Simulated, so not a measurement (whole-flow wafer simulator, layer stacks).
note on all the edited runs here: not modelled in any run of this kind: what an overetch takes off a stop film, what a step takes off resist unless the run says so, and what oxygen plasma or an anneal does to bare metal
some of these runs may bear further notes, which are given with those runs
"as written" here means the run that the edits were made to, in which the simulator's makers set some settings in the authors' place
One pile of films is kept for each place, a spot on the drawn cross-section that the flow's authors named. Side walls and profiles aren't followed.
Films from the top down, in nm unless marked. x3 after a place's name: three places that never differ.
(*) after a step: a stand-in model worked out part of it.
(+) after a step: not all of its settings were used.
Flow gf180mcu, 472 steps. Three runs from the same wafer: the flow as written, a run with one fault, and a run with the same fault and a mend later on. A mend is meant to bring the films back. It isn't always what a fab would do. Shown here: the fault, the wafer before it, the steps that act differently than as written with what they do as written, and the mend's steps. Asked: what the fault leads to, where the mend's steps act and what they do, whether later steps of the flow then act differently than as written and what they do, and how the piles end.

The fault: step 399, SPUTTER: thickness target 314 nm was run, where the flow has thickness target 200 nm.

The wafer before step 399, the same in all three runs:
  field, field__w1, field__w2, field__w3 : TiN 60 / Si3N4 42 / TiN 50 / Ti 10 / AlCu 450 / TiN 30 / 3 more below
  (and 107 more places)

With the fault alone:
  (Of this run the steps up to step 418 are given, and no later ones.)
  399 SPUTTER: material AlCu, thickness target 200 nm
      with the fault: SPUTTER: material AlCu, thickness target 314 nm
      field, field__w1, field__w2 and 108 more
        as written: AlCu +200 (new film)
        with the fault: AlCu +314 (new film)
  Later steps of the flow that act differently than as written (2 more steps differ only slightly, by at most 2% or 0.5 nm, whichever is larger, and aren't shown):
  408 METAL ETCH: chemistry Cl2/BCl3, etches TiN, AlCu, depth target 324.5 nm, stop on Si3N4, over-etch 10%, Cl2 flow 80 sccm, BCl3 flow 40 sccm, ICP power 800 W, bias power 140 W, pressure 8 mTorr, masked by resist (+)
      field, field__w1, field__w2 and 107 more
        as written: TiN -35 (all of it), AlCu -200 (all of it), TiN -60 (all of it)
        with the fault: TiN -35 (all of it), AlCu -289.5
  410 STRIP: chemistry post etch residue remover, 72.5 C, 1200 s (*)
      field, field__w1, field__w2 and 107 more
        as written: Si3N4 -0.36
        with the fault: AlCu -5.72
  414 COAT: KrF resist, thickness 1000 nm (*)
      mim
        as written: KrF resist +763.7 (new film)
        with the fault: KrF resist +737.4 (new film)
  After step 418 the piles differ from the flow's by more than 2% or 0.5 nm, whichever is larger, at field, field__w1, field__w2 and 109 more.
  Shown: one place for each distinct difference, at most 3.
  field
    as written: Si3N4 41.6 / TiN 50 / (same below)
    with the fault: AlCu 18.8 / TiN 60 / Si3N4 42 / TiN 50 / (same below)
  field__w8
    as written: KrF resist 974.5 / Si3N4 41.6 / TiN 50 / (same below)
    with the fault: KrF resist 974.5 / AlCu 18.8 / TiN 60 / Si3N4 42 / TiN 50 / (same below)
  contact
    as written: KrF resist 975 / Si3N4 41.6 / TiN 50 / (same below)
    with the fault: KrF resist 975 / AlCu 18.8 / TiN 60 / Si3N4 42 / TiN 50 / (same below)

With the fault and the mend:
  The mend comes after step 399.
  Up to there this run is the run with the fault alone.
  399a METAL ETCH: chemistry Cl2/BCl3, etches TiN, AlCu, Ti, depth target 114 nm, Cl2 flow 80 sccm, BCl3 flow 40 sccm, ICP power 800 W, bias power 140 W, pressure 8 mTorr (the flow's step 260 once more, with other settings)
      field, field__w1, field__w2 and 108 more
        AlCu -114
  No later step of the flow acts differently than as written at any place that is followed.
  At the end the piles are the same as the flow's at every place that both follow.
